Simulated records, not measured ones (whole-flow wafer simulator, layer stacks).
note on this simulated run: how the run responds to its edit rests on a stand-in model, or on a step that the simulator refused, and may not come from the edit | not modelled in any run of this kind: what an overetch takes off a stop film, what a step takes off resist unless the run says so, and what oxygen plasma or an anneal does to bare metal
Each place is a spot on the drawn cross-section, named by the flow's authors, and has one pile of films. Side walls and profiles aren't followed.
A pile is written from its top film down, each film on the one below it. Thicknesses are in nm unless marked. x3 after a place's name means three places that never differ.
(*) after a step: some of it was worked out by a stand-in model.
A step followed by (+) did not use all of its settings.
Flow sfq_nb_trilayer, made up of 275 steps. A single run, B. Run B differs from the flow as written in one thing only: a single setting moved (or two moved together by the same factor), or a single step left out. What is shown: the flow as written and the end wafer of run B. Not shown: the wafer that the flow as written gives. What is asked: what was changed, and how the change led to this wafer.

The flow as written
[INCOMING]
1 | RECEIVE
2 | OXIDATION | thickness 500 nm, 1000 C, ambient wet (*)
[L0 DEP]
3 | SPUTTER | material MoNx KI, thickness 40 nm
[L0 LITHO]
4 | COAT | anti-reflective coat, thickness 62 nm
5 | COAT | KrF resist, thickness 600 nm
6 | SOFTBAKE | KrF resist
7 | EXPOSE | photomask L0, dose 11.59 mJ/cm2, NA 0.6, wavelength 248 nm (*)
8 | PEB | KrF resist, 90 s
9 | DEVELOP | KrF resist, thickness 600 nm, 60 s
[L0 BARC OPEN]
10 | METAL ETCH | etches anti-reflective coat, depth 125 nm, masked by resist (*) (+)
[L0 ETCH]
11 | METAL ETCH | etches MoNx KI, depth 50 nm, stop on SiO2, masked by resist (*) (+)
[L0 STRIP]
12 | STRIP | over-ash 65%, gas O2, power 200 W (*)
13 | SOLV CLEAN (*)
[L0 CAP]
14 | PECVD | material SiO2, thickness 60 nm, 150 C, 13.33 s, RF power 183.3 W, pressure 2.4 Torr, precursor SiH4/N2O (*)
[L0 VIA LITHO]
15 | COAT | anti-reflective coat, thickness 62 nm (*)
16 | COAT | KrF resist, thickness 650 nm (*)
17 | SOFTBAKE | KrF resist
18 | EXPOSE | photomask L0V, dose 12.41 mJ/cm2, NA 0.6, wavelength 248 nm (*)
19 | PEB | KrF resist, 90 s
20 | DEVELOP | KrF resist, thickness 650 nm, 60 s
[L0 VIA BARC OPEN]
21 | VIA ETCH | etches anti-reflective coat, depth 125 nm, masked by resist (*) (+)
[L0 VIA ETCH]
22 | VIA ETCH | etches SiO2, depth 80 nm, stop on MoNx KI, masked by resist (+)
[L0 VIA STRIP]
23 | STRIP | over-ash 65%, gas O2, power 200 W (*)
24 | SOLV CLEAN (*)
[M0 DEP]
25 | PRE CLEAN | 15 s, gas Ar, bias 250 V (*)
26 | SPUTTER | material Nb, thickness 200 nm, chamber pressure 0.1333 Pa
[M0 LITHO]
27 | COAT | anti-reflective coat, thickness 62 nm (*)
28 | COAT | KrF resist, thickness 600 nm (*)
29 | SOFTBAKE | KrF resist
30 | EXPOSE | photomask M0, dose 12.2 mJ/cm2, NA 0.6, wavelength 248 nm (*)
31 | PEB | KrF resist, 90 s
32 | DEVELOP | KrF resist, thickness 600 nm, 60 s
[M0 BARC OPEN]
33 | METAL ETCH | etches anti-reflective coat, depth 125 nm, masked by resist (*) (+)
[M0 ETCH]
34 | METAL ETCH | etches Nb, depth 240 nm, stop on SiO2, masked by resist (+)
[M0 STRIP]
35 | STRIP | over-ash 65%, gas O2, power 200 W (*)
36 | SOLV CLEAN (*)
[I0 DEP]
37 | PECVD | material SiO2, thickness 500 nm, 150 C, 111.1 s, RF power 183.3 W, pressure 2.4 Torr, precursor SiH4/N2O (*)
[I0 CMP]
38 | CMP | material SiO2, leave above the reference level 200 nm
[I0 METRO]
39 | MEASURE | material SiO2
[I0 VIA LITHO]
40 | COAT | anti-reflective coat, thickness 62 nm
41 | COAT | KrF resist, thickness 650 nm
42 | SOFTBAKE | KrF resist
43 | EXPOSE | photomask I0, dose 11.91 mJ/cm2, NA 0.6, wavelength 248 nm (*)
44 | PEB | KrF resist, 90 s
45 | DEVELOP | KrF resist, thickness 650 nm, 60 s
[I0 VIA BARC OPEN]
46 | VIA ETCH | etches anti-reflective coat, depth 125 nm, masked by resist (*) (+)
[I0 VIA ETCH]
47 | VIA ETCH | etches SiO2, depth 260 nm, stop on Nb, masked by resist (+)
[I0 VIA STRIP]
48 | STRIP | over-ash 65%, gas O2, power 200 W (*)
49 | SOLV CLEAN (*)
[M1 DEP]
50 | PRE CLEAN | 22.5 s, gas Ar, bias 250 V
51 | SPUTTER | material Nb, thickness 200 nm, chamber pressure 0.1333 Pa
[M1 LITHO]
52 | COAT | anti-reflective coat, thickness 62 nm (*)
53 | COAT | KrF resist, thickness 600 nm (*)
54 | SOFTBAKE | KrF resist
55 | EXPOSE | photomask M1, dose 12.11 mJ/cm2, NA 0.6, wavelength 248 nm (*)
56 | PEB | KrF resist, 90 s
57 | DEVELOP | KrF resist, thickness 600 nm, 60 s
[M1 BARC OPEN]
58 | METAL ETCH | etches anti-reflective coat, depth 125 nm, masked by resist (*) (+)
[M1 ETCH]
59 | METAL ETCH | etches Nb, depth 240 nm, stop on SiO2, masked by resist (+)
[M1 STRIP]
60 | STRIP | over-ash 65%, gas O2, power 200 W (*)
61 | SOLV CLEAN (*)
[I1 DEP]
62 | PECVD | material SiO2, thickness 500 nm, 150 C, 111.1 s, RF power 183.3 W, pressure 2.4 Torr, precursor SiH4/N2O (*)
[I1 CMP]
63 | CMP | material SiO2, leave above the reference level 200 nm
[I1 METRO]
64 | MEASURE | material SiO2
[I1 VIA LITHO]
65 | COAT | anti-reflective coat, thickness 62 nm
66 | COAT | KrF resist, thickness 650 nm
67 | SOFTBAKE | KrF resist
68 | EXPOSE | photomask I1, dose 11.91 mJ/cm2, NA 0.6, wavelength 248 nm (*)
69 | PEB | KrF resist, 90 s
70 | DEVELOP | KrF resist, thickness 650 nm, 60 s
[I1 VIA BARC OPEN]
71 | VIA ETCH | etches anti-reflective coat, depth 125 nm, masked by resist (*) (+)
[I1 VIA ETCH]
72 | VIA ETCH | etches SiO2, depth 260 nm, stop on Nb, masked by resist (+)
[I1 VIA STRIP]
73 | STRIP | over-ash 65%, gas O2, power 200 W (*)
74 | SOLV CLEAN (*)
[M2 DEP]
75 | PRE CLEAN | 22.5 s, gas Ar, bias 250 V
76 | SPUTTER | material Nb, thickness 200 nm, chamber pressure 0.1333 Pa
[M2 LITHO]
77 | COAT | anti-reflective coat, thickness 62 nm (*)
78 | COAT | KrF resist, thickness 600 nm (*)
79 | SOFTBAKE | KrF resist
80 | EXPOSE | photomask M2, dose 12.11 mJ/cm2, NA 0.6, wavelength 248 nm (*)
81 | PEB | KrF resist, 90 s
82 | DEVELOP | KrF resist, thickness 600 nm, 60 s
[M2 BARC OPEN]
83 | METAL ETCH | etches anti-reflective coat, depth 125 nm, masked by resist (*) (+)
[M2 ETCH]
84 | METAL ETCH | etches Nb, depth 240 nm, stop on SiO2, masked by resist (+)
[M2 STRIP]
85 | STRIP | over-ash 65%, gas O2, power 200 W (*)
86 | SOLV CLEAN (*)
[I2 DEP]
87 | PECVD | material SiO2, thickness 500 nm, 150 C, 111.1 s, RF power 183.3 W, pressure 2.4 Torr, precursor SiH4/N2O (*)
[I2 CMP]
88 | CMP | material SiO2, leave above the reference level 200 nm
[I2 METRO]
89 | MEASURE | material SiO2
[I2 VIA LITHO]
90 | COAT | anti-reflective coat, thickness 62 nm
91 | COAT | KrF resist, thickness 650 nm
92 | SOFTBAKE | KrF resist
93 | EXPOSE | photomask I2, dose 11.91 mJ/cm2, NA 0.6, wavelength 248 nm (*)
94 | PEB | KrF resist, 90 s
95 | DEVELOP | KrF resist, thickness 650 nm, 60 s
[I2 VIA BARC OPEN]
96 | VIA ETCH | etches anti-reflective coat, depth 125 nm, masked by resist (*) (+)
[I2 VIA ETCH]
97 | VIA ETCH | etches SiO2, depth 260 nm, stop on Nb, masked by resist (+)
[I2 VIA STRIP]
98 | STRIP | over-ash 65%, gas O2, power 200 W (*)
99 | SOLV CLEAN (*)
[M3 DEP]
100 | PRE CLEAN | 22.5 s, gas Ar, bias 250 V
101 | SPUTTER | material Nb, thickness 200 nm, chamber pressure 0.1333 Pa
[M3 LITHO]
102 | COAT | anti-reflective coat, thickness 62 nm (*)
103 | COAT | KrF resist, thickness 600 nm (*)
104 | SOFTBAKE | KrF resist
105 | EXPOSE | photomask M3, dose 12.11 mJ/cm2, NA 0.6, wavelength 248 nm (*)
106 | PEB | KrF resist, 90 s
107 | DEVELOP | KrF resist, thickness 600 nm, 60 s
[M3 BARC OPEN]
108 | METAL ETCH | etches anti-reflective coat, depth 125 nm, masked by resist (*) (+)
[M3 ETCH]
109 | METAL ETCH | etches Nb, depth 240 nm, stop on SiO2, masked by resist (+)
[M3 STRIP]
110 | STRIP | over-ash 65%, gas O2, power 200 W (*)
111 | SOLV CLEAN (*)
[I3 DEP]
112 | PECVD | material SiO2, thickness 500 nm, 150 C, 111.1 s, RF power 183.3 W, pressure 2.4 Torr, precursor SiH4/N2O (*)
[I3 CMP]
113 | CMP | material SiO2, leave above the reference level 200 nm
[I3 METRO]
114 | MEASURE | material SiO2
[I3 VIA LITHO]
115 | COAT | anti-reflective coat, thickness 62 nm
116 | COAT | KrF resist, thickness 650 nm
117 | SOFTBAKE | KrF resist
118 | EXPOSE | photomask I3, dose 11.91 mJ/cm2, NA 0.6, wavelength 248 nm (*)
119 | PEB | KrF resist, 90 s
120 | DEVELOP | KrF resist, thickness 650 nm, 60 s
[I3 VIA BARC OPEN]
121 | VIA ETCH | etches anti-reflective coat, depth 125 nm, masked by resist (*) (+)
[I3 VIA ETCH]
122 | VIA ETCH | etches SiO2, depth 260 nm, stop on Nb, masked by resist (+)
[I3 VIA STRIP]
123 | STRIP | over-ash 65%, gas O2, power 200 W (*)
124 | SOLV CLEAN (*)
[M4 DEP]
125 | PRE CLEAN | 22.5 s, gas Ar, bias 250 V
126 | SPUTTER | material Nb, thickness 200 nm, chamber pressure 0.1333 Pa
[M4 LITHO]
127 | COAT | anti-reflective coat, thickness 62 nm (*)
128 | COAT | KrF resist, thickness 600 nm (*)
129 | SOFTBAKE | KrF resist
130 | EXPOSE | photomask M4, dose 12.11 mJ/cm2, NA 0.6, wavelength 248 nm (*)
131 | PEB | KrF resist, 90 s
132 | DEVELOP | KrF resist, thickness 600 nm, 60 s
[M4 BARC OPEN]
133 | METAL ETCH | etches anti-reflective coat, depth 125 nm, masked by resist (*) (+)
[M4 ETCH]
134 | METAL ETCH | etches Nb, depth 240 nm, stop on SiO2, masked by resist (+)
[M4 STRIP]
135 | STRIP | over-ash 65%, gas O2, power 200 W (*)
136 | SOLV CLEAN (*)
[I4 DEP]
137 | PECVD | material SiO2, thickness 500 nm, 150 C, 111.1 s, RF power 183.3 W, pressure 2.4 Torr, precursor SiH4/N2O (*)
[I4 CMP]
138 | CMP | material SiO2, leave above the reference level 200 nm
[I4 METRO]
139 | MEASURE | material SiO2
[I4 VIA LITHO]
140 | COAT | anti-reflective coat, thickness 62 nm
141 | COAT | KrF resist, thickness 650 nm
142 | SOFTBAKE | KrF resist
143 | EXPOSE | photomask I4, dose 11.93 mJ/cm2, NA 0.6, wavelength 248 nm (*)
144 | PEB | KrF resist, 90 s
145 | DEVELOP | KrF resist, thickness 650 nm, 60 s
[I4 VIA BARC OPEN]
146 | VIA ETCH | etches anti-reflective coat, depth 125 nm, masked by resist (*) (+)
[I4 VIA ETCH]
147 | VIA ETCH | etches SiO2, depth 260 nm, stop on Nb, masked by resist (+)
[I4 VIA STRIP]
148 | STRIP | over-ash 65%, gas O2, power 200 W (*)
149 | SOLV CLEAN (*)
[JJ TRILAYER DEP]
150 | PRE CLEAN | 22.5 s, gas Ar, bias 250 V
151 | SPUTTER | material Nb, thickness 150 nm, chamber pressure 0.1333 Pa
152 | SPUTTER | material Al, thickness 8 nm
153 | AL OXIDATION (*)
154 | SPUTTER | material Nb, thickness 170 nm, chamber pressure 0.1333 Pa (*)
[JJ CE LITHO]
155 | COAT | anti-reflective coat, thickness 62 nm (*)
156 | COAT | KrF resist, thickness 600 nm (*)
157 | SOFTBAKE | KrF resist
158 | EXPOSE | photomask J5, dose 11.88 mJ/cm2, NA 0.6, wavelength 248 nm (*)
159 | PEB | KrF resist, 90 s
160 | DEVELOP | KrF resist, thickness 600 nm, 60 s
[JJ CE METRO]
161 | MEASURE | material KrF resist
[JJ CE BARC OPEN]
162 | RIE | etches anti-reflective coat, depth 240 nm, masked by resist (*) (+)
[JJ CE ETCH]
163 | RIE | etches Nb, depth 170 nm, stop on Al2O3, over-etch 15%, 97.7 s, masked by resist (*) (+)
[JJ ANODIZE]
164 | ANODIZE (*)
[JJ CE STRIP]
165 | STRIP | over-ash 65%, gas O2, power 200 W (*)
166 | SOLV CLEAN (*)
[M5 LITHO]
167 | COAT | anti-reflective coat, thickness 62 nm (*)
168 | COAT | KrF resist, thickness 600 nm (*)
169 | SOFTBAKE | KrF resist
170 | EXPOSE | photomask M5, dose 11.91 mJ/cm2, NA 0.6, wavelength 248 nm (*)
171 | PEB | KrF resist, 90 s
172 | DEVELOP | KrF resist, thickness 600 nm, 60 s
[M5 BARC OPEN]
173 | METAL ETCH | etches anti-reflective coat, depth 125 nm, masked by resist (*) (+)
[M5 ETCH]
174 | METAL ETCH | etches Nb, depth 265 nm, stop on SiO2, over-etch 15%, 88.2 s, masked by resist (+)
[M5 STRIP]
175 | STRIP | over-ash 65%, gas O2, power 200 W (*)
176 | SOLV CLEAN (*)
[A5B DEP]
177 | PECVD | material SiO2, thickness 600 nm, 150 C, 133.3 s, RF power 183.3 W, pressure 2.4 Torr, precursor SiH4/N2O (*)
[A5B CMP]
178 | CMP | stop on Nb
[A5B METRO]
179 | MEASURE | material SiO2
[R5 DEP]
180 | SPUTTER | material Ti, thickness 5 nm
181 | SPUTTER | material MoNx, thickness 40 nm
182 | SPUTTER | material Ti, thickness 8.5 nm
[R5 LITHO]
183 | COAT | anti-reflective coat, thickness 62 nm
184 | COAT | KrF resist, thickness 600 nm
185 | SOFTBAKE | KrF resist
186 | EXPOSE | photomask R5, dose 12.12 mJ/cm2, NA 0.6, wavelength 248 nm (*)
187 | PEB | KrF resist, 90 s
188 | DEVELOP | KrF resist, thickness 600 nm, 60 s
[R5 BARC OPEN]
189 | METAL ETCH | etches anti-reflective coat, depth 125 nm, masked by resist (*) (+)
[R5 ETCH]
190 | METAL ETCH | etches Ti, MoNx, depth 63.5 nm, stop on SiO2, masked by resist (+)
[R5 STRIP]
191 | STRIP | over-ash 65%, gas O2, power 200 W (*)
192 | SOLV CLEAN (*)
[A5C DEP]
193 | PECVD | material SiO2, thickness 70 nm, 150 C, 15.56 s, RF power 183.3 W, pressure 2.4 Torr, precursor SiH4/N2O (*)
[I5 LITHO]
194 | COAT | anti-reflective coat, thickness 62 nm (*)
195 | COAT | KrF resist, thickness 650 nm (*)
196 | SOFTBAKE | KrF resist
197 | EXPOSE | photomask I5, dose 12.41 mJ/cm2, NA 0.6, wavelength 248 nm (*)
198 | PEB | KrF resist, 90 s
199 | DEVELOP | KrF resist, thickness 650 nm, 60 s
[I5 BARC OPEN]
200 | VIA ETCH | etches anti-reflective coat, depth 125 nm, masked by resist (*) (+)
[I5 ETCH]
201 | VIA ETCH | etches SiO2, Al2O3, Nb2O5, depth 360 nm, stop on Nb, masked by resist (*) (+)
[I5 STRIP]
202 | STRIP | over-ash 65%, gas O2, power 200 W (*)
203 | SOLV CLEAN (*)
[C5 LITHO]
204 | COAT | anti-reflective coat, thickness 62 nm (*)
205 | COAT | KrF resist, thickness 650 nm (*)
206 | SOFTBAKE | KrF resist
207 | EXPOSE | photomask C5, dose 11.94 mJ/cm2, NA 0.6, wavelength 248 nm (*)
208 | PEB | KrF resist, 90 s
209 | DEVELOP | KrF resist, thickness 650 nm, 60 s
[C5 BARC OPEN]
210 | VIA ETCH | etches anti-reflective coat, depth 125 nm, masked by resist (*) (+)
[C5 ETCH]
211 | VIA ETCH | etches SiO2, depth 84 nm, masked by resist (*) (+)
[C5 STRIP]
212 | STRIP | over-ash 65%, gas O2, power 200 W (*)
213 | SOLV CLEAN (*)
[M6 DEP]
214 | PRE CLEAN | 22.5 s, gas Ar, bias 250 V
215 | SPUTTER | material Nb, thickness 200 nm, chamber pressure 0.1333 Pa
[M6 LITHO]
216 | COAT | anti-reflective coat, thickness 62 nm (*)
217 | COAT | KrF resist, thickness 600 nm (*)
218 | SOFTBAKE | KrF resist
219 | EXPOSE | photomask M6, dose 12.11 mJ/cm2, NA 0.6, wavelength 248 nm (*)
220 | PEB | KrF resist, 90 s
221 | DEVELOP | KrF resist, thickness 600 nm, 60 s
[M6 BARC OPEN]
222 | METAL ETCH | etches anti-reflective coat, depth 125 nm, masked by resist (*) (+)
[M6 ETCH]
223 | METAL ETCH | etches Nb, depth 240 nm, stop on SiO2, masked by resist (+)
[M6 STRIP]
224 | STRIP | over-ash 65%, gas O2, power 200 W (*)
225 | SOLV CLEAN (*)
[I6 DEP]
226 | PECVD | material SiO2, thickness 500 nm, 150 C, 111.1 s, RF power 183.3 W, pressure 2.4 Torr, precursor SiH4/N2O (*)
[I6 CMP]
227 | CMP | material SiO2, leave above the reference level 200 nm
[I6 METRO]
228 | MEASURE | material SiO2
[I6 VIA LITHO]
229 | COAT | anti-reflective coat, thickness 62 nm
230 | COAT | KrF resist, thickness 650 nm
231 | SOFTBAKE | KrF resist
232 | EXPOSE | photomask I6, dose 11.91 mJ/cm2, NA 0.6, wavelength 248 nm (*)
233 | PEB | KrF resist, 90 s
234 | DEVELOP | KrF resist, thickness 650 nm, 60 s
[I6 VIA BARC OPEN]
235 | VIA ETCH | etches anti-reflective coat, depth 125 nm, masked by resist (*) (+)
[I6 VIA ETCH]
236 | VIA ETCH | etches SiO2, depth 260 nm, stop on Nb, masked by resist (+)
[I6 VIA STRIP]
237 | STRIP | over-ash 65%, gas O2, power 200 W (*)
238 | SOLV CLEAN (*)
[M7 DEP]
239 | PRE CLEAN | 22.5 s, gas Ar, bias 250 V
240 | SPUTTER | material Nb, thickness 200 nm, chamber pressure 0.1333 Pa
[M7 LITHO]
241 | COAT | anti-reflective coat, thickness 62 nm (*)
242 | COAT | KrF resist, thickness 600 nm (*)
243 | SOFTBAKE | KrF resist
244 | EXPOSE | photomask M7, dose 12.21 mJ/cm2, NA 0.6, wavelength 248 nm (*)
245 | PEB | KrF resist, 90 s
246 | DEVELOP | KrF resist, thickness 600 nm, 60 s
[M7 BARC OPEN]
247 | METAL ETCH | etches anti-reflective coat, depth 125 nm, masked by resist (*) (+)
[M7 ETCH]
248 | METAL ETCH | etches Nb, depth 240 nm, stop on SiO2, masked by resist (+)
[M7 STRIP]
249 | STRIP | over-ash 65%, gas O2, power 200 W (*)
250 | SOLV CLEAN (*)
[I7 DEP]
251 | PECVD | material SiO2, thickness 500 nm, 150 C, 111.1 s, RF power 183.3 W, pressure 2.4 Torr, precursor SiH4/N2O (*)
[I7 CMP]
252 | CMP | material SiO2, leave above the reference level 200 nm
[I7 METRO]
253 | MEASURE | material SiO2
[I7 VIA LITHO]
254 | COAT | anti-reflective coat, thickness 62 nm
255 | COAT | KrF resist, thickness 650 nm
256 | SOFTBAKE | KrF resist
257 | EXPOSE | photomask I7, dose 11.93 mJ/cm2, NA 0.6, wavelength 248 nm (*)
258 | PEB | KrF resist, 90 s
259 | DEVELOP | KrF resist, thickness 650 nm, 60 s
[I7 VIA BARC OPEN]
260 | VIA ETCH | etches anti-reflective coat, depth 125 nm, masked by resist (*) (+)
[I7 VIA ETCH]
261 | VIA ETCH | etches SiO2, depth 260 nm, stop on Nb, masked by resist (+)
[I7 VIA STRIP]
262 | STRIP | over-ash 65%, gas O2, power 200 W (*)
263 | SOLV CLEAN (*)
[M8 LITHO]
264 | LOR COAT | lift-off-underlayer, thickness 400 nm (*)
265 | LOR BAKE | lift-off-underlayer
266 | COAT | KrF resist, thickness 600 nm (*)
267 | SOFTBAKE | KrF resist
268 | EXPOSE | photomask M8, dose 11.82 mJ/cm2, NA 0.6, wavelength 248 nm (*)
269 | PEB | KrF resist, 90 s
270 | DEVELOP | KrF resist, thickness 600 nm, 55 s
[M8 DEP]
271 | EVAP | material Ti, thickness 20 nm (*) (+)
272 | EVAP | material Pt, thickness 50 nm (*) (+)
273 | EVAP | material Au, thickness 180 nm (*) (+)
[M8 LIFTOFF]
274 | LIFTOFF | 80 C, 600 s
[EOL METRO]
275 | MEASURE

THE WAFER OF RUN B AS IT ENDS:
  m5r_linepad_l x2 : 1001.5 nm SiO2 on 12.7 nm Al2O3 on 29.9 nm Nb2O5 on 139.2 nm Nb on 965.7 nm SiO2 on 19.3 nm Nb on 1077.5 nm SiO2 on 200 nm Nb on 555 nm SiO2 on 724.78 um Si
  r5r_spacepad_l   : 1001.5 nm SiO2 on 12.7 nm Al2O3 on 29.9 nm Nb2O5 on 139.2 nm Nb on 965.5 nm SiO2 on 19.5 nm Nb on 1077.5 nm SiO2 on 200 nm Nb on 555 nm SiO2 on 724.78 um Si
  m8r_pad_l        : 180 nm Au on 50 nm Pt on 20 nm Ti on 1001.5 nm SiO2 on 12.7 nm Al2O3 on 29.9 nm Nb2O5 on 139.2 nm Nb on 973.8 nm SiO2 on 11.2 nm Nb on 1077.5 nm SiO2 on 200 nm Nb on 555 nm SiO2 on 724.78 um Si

The reason: step 88, CMP: material SiO2, leave above the reference level 200 nm, was not run.

How this came from the change, step by step:
  90 | COAT | anti-reflective coat, thickness 62 nm
      lsp_m, ln_m6, lsp_r, p4_g1: +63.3 anti-reflective coat (new film) (in the flow as written it would be: +62 anti-reflective coat (new film))
      p3_s3, p3_l4, p3_s4, p3_l6: +64.5 anti-reflective coat (new film) (in the flow as written it would be: +62 anti-reflective coat (new film))
      (as well as at 91 more places)
  91 | COAT | KrF resist, thickness 650 nm
      m0r_line_l, m6r_line_l, m7r_line_l: +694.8 KrF resist (new film) (in the flow as written it would be: +650 KrF resist (new film))
      m0r_space_l, m6r_space_l, m7r_space_l: +673.5 KrF resist (new film) (in the flow as written it would be: +650 KrF resist (new film))
      (as well as at 66 more places)
  95 | DEVELOP | KrF resist, thickness 650 nm, 60 s
      via_w: -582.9 KrF resist (all of it) (in the flow as written it would be: -648.6 KrF resist (all of it))
  96 | VIA ETCH | etches anti-reflective coat, depth 125 nm, masked by resist (*) (+)
      field_l, v_sur, via_wl and 102 more: -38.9 KrF resist (in the flow as written it would be: -51.7 KrF resist)
      via_w: -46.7 anti-reflective coat (all of it), -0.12 SiO2 (in the flow as written it would be: -62 anti-reflective coat (all of it), -0.16 SiO2)
  97 | VIA ETCH | etches SiO2, depth 260 nm, stop on Nb, masked by resist (+)
      via_w: -260 SiO2 (in the flow as written it would be: -199.8 SiO2 (all of it))
  98 | STRIP | over-ash 65%, gas O2, power 200 W (*)
      m0r_line_l, m6r_line_l, m7r_line_l: -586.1 KrF resist (all of it), -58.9 anti-reflective coat (all of it) (in the flow as written it would be: -528.6 KrF resist (all of it), -62 anti-reflective coat (all of it))
      m0r_space_l, m6r_space_l, m7r_space_l: -564.8 KrF resist (all of it), -90.8 anti-reflective coat (all of it) (in the flow as written it would be: -528.6 KrF resist (all of it), -62 anti-reflective coat (all of it))
      (as well as at 99 more places)
  100 | PRE CLEAN | 22.5 s, gas Ar, bias 250 V
      via_w: -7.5 SiO2 (in the flow as written it would be: -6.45 Nb)
  101 | SPUTTER | material Nb, thickness 200 nm, chamber pressure 0.1333 Pa
      via_w: +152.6 Nb (new film) (in the flow as written it would be: +165.5 Nb)
      via_v: +183.4 Nb (new film) (in the flow as written it would be: +200 Nb (new film))
  102 | COAT | anti-reflective coat, thickness 62 nm (*)
      m0r_line_l, m0r_line_r, m6r_line_l, m6r_line_r, m7r_line_l, m7r_line_r: +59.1 anti-reflective coat (new film) (in the flow as written it would be: +62 anti-reflective coat (new film))
      m0r_space_l, m0r_space_r, m6r_space_l, m6r_space_r, m7r_space_l, m7r_space_r: +90.1 anti-reflective coat (new film) (in the flow as written it would be: +62 anti-reflective coat (new film))
      (as well as at 81 more places)
  103 | COAT | KrF resist, thickness 600 nm (*)
      m0r_line_l, m0r_line_r, m6r_line_l, m6r_line_r, m7r_line_l, m7r_line_r: +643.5 KrF resist (new film) (in the flow as written it would be: +600 KrF resist (new film))
      m0r_space_l, m0r_space_r, m6r_space_l, m6r_space_r, m7r_space_l, m7r_space_r: +624 KrF resist (new film) (in the flow as written it would be: +600 KrF resist (new film))
      (as well as at 60 more places)
  107 | DEVELOP | KrF resist, thickness 600 nm, 60 s
      m0r_line_l, m0r_line_r, m6r_line_l, m6r_line_r, m7r_line_l, m7r_line_r: -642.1 KrF resist (all of it) (in the flow as written it would be: -598.7 KrF resist (all of it))
      m0r_space_l, m0r_space_r, m6r_space_l, m6r_space_r, m7r_space_l, m7r_space_r: -622.7 KrF resist (all of it) (in the flow as written it would be: -598.7 KrF resist (all of it))
      (as well as at 38 more places)
  108 | METAL ETCH | etches anti-reflective coat, depth 125 nm, masked by resist (*) (+)
      m5r_linepad_l x2, r5r_line_l, r5r_spacepad_l, r5r_spacepad_r, m8r_pad_l, m8r_pad_r: -125 anti-reflective coat (in the flow as written it would be: -62 anti-reflective coat (all of it))
      v_sur, via_wl, via_w and 28 more: -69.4 KrF resist (in the flow as written it would be: -51.7 KrF resist)
      (as well as at 58 more places)
  109 | METAL ETCH | etches Nb, depth 240 nm, stop on SiO2, masked by resist (+)
      m5r_linepad_l x2: -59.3 anti-reflective coat (all of it), -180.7 Nb (in the flow as written it would be: -200 Nb (all of it))
      r5r_spacepad_l, r5r_spacepad_r: -59.5 anti-reflective coat (all of it), -180.5 Nb (in the flow as written it would be: -200 Nb (all of it))
      (as well as at 3 more places)
  110 | STRIP | over-ash 65%, gas O2, power 200 W (*)
      p3_l3, p3_l5: -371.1 KrF resist (all of it), -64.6 anti-reflective coat (all of it) (in the flow as written it would be: -382.4 KrF resist (all of it), -62 anti-reflective coat (all of it))
      v_sur: -262.7 KrF resist (all of it), -35.8 anti-reflective coat (all of it) (in the flow as written it would be: -365.3 KrF resist (all of it), -61.1 anti-reflective coat (all of it))
      (as well as at 28 more places)
  112 | PECVD | material SiO2, thickness 500 nm, 150 C, 111.1 s, RF power 183.3 W, pressure 2.4 Torr, precursor SiH4/N2O (*)
      m5r_linepad_l x2, r5r_spacepad_l, r5r_spacepad_r, m8r_pad_l, m8r_pad_r: +500 SiO2 (new film) (in the flow as written it would be: +500 SiO2)
      via_w: +664.6 SiO2 (new film) (in the flow as written it would be: +615 SiO2 (new film))
  113 | CMP | material SiO2, leave above the reference level 200 nm
      field_l, be, be_sur and 64 more: nothing (in the flow as written it would be: -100 SiO2)
      p4_g1, p4_g2, p3_s0, p3_s1, p3_s2, p3_s3, p3_s4, p3_s5: nothing (in the flow as written it would be: -157.1 SiO2)
      (as well as at 11 more places)
  ... another 33 steps ...
  178 | CMP | stop on Nb
      lsp_r, l0_sur, l0v: -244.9 SiO2 (in the flow as written it would be: -253.3 SiO2)
      via_v: -340.8 SiO2 (in the flow as written it would be: -453.5 SiO2)
If metal films that touch count as one body, m5r_linepad_l x2 has 3 bodies (between them, from the top down: SiO2 965.7; SiO2 1077.5); the flow as written gives 2 bodies (between them, from the top down: SiO2 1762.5).
If metal films that touch count as one body, r5r_spacepad_l has 3 bodies (between them, from the top down: SiO2 965.5; SiO2 1077.5); the flow as written gives 2 bodies (between them, from the top down: SiO2 1762.5).
If metal films that touch count as one body, m8r_pad_l has 4 bodies (between them, from the top down: SiO2 1001.5 / Al2O3 12.7 / Nb2O5 29.9; SiO2 973.8; SiO2 1077.5); the flow as written gives 3 bodies (between them, from the top down: SiO2 1001.5 / Al2O3 12.7 / Nb2O5 29.9; SiO2 1762.5).
